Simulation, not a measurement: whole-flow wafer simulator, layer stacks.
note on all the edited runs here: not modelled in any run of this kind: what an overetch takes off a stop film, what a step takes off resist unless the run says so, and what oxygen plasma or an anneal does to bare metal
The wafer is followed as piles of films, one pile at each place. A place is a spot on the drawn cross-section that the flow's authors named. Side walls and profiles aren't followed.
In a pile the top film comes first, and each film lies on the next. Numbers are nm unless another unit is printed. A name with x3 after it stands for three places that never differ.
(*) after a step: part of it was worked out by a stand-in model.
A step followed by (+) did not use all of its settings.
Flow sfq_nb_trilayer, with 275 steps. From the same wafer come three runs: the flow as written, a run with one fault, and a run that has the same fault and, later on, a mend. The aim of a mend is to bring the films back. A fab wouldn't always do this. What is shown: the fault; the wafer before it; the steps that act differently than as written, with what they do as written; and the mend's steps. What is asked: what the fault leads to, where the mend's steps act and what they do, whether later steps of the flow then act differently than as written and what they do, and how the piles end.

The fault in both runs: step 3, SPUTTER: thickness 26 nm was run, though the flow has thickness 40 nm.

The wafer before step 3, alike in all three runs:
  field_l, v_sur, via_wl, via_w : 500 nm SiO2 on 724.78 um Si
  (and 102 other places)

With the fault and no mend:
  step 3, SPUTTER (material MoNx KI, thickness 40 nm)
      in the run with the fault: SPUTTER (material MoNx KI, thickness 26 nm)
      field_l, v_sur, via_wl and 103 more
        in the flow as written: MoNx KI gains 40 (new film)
        in the run with the fault: MoNx KI gains 26 (new film)
  Steps later in the flow that act otherwise than as written (9 other steps are not shown; they differ only slightly, by no more than 2% or 0.5 nm, whichever is larger):
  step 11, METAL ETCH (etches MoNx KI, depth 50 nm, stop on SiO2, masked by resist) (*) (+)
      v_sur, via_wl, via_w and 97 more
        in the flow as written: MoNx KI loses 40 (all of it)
        in the run with the fault: MoNx KI loses 26 (all of it)
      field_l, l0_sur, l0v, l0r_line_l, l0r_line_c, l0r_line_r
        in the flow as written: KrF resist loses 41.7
        in the run with the fault: KrF resist loses 32.5
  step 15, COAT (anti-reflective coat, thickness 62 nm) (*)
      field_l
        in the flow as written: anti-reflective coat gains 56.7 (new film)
        in the run with the fault: anti-reflective coat gains 58.3 (new film)
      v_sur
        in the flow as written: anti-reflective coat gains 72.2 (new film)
        in the run with the fault: anti-reflective coat gains 68.7 (new film)
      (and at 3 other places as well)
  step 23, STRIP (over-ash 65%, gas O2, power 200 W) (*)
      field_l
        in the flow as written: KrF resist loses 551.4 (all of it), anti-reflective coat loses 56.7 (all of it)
        in the run with the fault: KrF resist loses 554.4 (all of it), anti-reflective coat loses 58.3 (all of it)
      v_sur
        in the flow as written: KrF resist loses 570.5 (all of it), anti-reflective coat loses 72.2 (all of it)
        in the run with the fault: KrF resist loses 566.5 (all of it), anti-reflective coat loses 68.7 (all of it)
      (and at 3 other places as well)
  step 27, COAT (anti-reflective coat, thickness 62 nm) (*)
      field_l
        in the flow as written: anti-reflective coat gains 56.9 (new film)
        in the run with the fault: anti-reflective coat gains 58.5 (new film)
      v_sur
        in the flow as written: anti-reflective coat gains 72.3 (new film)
        in the run with the fault: anti-reflective coat gains 68.7 (new film)
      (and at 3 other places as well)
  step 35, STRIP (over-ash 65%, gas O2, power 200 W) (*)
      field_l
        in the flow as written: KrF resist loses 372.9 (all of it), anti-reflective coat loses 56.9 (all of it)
        in the run with the fault: KrF resist loses 376.2 (all of it), anti-reflective coat loses 58.5 (all of it)
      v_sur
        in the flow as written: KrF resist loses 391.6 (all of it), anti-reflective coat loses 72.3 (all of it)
        in the run with the fault: KrF resist loses 388.3 (all of it), anti-reflective coat loses 68.7 (all of it)
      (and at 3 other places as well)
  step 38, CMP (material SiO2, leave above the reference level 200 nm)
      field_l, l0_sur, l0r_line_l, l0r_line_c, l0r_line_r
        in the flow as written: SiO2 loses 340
        in the run with the fault: SiO2 loses 326
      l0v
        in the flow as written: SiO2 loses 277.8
        in the run with the fault: SiO2 loses 263.8
  At field_l, l0_sur, l0v, l0r_line_l, l0r_line_c, l0r_line_r, the piles at the end differ from the flow's by more than 2% or 0.5 nm, whichever is larger.
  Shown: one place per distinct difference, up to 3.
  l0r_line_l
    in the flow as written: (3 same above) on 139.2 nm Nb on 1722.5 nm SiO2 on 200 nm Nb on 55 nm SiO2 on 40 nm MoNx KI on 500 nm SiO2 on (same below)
    in the run with the fault: (3 same above) on 139.2 nm Nb on 1736.5 nm SiO2 on 200 nm Nb on 55 nm SiO2 on 26 nm MoNx KI on 500 nm SiO2 on (same below)
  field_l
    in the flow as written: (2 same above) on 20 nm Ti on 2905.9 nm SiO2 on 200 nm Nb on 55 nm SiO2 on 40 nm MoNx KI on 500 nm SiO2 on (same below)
    in the run with the fault: (2 same above) on 20 nm Ti on 2919.9 nm SiO2 on 200 nm Nb on 55 nm SiO2 on 26 nm MoNx KI on 500 nm SiO2 on (same below)
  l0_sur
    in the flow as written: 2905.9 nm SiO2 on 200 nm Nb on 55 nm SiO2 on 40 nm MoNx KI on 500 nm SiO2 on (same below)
    in the run with the fault: 2919.9 nm SiO2 on 200 nm Nb on 55 nm SiO2 on 26 nm MoNx KI on 500 nm SiO2 on (same below)

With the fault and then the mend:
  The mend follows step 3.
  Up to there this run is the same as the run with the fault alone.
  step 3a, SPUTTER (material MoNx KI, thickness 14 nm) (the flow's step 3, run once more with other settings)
      field_l, v_sur, via_wl and 103 more
        MoNx KI gains 14
  Every later step of the flow that is run acts as written at every place that is followed.
  The piles end the same as the flow's at every place that both follow.
